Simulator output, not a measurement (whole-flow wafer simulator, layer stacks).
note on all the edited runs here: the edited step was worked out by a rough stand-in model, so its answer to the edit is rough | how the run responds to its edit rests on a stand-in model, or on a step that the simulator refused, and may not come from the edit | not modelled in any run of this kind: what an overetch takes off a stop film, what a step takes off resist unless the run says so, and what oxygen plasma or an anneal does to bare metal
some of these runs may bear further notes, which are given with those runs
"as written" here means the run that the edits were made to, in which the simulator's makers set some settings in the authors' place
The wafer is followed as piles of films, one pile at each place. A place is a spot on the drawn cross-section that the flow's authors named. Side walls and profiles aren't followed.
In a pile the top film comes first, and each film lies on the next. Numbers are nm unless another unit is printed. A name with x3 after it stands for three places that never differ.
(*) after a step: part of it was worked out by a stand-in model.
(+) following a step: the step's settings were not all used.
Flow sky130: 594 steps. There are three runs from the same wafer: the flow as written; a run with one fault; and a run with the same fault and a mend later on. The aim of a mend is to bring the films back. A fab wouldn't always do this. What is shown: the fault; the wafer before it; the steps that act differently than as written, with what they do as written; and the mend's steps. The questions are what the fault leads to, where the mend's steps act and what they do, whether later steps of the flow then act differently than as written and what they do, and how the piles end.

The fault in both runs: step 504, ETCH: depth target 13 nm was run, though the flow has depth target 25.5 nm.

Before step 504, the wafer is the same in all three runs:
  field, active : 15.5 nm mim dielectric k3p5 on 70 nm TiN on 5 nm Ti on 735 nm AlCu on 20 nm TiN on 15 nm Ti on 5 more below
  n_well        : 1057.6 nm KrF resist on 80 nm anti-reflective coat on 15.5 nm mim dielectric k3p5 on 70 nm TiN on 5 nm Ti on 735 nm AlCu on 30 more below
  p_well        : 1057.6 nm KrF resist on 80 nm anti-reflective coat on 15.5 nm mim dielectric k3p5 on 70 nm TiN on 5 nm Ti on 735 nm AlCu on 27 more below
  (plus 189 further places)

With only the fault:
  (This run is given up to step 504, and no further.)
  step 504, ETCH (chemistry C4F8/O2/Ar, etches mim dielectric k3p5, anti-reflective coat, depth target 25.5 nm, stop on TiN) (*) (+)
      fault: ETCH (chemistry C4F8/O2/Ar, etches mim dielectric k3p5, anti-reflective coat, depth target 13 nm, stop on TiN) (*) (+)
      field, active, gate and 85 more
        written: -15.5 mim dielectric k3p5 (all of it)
        fault: -13 mim dielectric k3p5
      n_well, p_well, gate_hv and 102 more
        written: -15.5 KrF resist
        fault: -8.67 KrF resist
  Once step 504 is done, the piles at field, active, gate and 85 more depart from the flow's by more than 2% or 0.5 nm, whichever is larger.
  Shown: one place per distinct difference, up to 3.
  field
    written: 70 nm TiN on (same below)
    fault: 2.5 nm mim dielectric k3p5 on 70 nm TiN on (same below)

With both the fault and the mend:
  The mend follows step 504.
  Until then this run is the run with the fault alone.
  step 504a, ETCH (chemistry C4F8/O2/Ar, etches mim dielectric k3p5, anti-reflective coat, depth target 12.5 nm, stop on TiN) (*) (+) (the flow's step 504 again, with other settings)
      n_well, p_well, gate_hv and 102 more
        -2.5 KrF resist
      field, active, gate and 85 more
        -2.5 mim dielectric k3p5 (all of it)
  Every later step of the flow that is run acts as written, at every place that is followed, to within 2% or 0.5 nm, whichever is larger.
  At every place that both follow, the piles at the end match the flow's.
